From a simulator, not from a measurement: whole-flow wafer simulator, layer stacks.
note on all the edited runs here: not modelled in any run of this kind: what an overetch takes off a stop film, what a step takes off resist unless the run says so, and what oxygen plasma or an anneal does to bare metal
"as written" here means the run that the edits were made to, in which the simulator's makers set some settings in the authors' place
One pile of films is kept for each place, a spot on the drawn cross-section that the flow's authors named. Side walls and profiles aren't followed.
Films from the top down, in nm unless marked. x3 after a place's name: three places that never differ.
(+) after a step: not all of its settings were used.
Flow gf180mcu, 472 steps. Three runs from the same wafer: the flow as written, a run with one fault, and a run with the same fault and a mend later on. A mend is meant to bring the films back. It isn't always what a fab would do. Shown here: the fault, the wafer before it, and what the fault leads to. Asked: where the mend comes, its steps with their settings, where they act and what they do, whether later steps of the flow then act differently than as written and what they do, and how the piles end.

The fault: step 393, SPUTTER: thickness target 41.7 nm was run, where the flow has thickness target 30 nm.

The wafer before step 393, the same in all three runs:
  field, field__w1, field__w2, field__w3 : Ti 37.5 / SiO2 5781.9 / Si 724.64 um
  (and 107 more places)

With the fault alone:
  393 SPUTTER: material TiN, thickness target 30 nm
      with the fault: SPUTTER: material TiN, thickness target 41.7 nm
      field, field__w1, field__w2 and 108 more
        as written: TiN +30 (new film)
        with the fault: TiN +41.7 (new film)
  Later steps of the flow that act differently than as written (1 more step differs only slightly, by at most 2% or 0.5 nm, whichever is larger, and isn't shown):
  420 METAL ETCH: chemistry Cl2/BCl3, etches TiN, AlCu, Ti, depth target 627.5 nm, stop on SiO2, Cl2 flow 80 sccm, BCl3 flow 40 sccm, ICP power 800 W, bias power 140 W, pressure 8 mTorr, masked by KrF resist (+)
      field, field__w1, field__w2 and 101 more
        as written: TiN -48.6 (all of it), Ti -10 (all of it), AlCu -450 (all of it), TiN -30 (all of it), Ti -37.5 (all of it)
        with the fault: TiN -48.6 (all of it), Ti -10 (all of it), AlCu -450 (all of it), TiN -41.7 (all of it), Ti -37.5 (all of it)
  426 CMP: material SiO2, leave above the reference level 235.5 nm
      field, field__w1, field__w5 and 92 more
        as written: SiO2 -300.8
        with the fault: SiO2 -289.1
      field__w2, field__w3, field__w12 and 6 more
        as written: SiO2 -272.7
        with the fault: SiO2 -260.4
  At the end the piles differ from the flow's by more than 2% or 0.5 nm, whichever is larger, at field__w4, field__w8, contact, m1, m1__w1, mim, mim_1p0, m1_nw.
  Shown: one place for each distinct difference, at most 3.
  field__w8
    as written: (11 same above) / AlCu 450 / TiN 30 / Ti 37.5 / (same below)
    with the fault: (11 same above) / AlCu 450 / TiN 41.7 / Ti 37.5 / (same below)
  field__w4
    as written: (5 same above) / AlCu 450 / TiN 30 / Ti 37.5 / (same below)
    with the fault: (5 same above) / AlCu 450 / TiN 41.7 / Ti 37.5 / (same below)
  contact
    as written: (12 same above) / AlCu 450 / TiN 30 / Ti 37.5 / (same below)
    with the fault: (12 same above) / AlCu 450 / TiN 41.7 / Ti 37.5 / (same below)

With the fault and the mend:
  The mend comes after step 393.
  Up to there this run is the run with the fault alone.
  393a METAL ETCH: chemistry Cl2/BCl3, etches TiN, AlCu, Ti, depth target 11.7 nm, Cl2 flow 80 sccm, BCl3 flow 40 sccm, ICP power 800 W, bias power 140 W, pressure 8 mTorr (the flow's step 260 once more, with other settings)
      field, field__w1, field__w2 and 108 more
        TiN -11.7
  No later step of the flow acts differently than as written at any place that is followed.
  At the end the piles are the same as the flow's at every place that both follow.
